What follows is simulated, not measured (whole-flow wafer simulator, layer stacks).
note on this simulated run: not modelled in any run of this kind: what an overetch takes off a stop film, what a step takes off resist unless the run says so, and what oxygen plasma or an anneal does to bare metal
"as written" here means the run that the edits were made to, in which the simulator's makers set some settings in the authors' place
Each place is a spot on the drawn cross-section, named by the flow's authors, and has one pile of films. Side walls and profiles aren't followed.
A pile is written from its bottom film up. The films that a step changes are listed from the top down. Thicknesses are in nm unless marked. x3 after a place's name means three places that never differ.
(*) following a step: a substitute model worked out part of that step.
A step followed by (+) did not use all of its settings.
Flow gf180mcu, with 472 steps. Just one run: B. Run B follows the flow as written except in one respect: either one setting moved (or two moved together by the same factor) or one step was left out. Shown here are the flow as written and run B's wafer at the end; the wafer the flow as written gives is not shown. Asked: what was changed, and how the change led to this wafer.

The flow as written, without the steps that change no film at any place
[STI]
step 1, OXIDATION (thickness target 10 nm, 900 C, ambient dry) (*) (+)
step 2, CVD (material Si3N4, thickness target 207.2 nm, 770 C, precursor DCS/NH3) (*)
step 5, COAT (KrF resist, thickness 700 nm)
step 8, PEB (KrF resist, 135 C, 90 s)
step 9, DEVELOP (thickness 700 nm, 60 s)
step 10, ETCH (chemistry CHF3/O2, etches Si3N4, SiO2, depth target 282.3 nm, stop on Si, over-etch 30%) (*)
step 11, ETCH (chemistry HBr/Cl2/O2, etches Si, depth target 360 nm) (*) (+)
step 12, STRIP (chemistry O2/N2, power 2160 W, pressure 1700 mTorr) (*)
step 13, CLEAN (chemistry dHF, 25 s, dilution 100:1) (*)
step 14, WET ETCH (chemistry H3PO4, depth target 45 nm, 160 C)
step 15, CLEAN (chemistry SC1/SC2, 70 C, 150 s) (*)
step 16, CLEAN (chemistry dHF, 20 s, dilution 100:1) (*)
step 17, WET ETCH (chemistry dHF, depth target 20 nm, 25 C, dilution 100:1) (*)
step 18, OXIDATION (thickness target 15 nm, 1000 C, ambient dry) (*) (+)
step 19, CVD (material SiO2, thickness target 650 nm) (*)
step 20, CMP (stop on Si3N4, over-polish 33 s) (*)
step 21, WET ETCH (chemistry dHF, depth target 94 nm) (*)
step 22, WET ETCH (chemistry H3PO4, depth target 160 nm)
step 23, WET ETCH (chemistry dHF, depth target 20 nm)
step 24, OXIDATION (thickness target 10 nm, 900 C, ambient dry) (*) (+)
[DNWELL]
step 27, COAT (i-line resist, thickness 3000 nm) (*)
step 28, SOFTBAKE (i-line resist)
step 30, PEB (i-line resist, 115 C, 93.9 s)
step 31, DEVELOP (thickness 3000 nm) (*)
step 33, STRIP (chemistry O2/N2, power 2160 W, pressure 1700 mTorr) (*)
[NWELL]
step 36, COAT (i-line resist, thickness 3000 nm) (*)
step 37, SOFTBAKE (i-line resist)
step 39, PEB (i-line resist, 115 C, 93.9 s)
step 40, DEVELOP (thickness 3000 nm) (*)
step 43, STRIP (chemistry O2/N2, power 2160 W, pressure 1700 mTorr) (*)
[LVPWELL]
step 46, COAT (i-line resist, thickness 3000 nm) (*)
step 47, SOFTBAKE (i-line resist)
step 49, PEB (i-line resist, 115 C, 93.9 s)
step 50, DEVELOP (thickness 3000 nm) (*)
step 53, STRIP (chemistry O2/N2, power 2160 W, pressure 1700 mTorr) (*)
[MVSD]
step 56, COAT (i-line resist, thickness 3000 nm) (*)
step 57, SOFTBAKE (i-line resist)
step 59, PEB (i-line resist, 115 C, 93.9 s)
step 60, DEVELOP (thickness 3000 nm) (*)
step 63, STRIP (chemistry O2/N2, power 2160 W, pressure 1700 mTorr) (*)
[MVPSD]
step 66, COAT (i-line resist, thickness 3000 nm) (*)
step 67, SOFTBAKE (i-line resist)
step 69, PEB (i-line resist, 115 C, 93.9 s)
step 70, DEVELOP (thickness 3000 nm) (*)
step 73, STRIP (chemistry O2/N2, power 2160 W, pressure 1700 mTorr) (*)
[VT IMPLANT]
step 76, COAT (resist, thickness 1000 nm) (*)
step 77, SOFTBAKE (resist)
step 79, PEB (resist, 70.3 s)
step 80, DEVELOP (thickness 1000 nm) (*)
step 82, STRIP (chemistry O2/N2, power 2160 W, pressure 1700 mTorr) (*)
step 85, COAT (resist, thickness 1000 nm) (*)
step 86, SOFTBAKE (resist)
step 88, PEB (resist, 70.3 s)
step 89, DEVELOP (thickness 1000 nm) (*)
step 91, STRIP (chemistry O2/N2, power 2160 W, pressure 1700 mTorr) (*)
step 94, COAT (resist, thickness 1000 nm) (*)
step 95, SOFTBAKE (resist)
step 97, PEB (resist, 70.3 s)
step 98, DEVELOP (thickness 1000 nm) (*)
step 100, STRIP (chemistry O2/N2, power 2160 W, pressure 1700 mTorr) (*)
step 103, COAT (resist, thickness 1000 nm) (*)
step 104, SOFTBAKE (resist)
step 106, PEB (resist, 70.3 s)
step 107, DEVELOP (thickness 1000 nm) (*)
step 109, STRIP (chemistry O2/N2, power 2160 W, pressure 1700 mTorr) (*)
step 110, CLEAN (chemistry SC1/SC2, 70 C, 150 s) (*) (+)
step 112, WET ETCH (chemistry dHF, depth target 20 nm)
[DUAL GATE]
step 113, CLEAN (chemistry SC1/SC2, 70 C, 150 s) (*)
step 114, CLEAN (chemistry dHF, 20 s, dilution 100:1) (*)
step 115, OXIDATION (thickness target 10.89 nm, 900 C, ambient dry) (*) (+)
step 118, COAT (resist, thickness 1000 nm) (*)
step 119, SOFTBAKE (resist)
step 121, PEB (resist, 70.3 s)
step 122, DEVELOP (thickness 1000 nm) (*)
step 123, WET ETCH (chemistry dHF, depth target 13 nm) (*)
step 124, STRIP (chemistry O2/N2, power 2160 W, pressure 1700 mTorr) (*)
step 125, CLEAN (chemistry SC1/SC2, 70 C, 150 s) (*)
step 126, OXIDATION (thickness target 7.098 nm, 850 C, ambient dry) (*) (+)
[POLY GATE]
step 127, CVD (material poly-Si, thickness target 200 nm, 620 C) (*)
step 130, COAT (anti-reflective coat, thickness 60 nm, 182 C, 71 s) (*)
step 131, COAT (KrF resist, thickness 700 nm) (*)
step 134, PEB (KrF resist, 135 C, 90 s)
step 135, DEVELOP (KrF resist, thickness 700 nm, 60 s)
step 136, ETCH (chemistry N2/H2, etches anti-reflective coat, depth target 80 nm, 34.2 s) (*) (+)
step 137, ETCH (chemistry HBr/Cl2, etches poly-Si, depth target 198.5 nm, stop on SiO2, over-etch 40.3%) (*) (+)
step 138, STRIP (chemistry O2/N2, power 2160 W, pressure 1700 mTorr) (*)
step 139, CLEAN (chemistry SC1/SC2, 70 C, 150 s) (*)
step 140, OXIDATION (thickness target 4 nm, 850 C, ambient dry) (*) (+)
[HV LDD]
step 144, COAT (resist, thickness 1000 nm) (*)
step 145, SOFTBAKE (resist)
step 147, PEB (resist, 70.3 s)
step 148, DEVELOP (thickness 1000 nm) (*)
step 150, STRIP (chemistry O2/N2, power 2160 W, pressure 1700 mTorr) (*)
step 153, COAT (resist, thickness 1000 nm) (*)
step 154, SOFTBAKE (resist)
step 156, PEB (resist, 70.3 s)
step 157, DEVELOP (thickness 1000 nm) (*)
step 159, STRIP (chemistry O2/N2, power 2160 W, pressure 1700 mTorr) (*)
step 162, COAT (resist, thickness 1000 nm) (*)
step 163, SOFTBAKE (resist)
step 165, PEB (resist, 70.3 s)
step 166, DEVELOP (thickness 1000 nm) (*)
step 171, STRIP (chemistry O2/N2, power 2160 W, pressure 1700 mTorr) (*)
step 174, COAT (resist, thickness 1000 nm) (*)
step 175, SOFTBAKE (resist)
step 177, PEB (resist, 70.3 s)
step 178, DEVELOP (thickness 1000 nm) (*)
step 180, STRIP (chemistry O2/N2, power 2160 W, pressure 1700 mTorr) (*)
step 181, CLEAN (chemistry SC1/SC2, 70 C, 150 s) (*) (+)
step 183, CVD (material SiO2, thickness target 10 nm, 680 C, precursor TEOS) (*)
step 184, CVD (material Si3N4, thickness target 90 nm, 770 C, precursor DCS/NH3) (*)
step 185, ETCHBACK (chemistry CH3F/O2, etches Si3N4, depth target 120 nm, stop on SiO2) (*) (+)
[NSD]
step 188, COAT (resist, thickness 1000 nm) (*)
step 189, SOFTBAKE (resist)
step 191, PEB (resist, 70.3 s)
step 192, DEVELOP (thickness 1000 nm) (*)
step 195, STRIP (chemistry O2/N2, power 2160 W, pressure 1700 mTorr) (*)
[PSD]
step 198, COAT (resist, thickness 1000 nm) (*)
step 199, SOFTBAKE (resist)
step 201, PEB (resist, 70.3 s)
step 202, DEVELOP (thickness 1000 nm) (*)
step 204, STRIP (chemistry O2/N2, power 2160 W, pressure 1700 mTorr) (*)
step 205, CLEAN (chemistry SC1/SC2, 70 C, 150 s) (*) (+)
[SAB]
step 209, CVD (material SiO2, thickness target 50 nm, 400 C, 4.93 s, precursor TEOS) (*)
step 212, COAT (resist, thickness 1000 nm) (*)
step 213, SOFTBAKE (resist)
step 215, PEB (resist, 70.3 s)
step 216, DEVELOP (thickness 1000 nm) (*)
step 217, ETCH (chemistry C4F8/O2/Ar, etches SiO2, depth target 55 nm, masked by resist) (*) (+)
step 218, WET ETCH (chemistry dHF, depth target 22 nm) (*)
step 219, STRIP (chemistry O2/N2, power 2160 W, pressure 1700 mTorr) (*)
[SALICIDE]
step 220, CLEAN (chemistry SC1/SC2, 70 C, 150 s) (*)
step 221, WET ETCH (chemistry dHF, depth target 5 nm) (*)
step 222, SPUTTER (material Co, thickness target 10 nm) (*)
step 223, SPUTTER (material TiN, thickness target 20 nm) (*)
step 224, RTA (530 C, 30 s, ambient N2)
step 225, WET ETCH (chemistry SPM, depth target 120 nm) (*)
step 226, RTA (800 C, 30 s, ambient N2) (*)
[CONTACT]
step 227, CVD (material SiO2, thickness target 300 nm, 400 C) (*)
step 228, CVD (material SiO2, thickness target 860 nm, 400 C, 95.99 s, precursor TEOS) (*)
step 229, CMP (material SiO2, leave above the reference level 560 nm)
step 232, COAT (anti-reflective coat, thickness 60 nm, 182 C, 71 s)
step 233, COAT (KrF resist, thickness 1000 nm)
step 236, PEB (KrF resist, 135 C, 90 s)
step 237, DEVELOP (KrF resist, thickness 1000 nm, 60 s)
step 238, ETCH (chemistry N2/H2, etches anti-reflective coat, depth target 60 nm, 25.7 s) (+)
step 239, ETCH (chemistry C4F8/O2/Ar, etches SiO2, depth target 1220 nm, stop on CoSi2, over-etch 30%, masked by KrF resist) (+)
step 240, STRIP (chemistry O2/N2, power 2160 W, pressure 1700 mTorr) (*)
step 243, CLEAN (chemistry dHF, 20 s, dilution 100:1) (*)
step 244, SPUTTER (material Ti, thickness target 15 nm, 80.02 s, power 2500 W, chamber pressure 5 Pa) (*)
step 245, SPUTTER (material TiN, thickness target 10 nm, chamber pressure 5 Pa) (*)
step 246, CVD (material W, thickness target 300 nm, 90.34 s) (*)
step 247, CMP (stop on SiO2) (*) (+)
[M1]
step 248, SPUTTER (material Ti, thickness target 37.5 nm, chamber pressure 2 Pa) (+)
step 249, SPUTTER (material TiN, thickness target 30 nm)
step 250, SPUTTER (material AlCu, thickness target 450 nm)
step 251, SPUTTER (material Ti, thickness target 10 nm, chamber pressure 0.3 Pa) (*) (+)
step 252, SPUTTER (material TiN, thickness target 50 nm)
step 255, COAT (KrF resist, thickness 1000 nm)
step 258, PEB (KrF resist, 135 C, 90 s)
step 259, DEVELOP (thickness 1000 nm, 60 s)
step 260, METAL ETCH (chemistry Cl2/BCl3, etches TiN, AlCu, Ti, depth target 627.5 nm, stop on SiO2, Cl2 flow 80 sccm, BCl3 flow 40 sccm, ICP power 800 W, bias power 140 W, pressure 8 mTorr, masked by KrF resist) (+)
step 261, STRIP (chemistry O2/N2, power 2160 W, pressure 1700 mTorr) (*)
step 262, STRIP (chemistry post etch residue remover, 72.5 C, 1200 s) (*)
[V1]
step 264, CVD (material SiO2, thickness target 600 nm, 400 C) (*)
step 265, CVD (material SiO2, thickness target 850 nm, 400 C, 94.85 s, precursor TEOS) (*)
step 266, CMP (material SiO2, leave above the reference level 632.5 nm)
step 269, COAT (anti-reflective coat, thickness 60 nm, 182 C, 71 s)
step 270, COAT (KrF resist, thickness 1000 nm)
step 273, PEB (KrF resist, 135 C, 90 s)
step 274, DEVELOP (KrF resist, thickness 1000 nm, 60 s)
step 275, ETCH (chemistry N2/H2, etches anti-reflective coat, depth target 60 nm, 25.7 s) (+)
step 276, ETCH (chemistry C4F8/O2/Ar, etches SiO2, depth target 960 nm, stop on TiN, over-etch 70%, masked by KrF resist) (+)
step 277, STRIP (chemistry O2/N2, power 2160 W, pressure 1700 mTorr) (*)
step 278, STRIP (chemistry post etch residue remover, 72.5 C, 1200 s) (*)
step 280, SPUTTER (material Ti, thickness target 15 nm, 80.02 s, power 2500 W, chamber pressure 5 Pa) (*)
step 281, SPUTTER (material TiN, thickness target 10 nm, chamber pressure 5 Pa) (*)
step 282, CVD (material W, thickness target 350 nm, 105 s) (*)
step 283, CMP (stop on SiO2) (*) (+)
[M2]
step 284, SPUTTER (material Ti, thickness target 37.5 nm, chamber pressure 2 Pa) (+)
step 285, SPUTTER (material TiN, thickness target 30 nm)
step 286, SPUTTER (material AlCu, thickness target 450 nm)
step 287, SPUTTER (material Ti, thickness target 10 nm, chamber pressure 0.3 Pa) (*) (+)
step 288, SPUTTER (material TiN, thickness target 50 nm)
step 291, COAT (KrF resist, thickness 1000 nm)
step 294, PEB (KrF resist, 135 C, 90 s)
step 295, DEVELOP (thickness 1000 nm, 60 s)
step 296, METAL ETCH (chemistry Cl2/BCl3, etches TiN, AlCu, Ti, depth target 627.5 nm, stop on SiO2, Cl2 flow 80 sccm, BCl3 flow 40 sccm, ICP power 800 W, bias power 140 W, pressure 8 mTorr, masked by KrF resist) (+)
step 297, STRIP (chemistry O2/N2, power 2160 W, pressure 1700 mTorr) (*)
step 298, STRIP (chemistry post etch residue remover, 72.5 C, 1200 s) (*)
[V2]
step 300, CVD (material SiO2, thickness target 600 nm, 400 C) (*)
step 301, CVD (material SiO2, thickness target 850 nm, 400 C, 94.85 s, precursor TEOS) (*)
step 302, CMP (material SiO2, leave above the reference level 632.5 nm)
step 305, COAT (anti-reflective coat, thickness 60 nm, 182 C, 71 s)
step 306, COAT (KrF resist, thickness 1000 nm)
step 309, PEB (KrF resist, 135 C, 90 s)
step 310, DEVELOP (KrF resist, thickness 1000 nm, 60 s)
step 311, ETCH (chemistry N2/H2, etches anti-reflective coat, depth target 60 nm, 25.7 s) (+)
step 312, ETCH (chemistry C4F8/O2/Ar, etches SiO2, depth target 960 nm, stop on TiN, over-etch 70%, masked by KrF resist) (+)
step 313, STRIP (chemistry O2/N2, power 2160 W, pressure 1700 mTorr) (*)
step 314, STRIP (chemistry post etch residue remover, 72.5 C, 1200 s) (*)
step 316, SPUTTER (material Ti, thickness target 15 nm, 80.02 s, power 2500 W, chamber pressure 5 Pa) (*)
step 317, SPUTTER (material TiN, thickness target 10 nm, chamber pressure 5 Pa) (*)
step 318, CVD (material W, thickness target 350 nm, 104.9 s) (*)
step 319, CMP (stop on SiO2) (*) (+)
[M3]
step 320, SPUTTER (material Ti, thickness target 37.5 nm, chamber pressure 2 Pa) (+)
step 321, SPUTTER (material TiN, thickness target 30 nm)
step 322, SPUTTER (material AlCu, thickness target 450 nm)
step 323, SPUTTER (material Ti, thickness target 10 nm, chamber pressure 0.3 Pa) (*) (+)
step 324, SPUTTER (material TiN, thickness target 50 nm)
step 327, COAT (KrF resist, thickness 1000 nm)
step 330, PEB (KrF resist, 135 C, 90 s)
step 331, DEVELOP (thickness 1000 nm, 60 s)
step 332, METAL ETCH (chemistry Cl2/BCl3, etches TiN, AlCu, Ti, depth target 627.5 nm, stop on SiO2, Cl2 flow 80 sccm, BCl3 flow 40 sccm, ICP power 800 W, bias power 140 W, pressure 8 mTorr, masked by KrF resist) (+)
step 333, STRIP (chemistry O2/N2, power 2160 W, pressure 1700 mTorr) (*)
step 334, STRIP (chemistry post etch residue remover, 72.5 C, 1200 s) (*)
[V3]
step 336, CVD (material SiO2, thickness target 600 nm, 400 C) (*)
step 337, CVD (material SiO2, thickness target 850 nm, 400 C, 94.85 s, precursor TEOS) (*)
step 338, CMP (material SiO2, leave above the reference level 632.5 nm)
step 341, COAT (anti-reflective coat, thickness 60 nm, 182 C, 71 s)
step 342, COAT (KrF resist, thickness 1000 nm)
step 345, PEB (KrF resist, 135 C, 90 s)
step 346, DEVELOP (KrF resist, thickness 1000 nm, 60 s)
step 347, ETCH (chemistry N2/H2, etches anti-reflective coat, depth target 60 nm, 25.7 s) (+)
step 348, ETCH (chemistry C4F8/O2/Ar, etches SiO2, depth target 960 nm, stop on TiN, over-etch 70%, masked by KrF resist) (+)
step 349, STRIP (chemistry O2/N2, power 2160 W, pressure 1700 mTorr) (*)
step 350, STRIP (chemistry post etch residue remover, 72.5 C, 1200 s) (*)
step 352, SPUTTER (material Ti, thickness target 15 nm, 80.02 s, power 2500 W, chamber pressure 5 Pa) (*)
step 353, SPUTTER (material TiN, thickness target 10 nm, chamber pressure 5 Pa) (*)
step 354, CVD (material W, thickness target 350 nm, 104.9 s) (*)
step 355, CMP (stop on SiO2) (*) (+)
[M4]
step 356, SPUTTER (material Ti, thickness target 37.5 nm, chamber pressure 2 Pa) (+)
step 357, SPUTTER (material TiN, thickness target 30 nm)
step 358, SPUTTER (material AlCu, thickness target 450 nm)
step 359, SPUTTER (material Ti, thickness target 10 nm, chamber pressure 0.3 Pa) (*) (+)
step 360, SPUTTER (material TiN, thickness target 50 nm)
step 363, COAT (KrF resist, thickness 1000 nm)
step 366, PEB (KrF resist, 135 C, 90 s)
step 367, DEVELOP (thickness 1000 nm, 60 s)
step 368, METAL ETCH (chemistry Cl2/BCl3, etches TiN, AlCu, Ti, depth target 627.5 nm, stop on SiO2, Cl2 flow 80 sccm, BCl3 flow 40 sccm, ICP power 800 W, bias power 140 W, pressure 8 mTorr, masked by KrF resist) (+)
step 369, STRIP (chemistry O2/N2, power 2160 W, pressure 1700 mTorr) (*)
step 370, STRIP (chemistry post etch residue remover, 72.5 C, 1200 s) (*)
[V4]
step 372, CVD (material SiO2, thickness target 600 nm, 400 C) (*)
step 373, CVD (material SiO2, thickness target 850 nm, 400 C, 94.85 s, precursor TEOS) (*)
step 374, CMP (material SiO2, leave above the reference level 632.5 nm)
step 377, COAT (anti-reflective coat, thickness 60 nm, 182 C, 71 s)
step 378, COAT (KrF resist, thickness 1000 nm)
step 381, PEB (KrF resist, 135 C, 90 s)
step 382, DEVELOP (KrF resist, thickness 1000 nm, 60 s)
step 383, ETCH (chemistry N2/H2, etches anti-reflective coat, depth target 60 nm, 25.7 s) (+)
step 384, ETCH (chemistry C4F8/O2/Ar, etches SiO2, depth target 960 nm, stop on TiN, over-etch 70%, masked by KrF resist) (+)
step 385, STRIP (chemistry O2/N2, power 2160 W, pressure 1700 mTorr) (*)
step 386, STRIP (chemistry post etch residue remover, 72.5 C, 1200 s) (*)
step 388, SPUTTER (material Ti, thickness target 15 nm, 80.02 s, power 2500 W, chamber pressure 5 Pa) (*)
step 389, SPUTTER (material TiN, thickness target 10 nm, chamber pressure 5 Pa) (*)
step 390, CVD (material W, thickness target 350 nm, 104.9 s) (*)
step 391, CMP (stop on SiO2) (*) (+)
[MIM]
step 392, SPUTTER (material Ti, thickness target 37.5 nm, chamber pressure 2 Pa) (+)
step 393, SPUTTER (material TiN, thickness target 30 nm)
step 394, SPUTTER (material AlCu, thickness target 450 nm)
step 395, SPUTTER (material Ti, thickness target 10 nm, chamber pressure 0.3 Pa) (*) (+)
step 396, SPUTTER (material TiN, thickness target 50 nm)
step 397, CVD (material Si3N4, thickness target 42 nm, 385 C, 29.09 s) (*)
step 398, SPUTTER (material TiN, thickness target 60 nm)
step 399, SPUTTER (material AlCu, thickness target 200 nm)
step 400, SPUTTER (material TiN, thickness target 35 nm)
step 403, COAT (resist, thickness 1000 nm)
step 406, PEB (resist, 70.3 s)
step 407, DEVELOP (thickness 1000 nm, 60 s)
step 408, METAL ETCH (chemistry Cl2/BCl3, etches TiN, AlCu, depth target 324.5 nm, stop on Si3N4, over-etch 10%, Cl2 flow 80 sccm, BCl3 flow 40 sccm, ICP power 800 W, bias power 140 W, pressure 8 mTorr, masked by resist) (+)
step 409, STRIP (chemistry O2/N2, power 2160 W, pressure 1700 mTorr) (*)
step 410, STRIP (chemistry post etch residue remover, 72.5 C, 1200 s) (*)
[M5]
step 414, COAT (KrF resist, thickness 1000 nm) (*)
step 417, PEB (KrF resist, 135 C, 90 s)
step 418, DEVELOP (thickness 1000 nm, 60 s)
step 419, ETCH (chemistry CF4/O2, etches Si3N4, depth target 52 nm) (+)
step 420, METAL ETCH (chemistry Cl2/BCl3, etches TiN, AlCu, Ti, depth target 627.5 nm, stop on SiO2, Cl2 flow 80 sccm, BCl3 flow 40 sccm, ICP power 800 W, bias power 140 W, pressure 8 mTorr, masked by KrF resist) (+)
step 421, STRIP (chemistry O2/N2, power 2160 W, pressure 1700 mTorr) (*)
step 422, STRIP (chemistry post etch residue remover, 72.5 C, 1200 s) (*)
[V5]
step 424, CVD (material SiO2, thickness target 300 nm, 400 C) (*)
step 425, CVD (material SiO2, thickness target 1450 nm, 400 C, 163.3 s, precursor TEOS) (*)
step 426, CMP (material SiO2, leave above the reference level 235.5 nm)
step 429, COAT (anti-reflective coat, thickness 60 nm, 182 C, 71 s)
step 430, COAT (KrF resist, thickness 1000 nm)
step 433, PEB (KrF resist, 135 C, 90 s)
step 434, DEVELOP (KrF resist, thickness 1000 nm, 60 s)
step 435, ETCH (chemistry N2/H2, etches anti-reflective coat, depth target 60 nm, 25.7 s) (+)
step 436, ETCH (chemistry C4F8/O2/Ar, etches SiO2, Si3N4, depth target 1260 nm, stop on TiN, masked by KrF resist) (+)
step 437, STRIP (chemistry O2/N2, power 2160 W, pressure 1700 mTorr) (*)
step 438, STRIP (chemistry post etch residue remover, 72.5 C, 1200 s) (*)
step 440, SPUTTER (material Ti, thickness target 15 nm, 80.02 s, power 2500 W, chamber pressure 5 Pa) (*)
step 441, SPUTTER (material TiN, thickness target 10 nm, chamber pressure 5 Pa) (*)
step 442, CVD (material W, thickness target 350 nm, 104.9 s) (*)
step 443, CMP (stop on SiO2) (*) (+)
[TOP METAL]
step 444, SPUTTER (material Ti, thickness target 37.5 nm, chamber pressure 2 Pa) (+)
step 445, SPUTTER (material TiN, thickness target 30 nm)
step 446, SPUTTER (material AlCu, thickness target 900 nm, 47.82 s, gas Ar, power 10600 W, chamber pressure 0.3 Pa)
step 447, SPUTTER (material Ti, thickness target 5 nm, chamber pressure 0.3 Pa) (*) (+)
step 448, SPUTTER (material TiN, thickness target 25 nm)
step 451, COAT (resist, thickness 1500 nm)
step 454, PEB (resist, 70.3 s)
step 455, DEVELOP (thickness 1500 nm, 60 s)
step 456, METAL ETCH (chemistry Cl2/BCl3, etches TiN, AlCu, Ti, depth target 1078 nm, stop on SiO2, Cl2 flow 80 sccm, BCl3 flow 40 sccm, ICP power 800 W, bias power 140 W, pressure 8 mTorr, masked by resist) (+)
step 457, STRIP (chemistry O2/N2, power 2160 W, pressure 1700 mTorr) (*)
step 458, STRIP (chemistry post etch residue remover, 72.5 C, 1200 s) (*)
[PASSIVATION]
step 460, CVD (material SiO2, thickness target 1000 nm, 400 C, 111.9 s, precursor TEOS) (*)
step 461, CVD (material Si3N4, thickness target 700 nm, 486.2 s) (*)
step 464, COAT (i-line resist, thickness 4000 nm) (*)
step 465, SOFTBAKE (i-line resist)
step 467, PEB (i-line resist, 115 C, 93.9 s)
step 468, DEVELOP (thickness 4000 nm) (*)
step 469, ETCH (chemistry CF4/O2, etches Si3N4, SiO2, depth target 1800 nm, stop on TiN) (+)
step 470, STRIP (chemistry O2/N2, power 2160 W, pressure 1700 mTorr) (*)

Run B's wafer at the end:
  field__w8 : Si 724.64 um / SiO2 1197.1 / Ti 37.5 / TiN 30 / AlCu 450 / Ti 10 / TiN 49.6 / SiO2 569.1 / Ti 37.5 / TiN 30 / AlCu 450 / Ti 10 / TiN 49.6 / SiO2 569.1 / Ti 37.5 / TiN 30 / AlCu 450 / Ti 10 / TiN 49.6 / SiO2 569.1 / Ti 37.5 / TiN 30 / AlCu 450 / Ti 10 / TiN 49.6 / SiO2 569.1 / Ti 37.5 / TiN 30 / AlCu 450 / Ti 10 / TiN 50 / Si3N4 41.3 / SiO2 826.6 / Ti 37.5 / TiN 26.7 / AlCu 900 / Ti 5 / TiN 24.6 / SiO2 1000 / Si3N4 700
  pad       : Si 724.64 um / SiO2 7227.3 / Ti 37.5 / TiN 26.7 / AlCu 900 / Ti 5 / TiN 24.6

The reason: step 445, SPUTTER: thickness target 26.7 nm was run, while the flow as written has thickness target 30 nm.
One can read it off the wafer: field__w8 has TiN 26.7, and step 445 as written asks for 30 nm.

The path from the change to this, step by step:
  step 445, SPUTTER (material TiN, thickness target 30 nm)
      field, field__w1, field__w2 and 109 more: TiN gains 26.7 (new film) (as written it would have been: TiN gains 30 (new film))
  step 456, METAL ETCH (chemistry Cl2/BCl3, etches TiN, AlCu, Ti, depth target 1078 nm, stop on SiO2, Cl2 flow 80 sccm, BCl3 flow 40 sccm, ICP power 800 W, bias power 140 W, pressure 8 mTorr, masked by resist) (+)
      field, field__w1, field__w2 and 103 more: TiN loses 25 (all of it), Ti loses 5 (all of it), AlCu loses 900 (all of it), TiN loses 26.7 (all of it), Ti loses 37.5 (all of it) (as written it would have been: TiN loses 25 (all of it), Ti loses 5 (all of it), AlCu loses 900 (all of it), TiN loses 30 (all of it), Ti loses 37.5 (all of it))
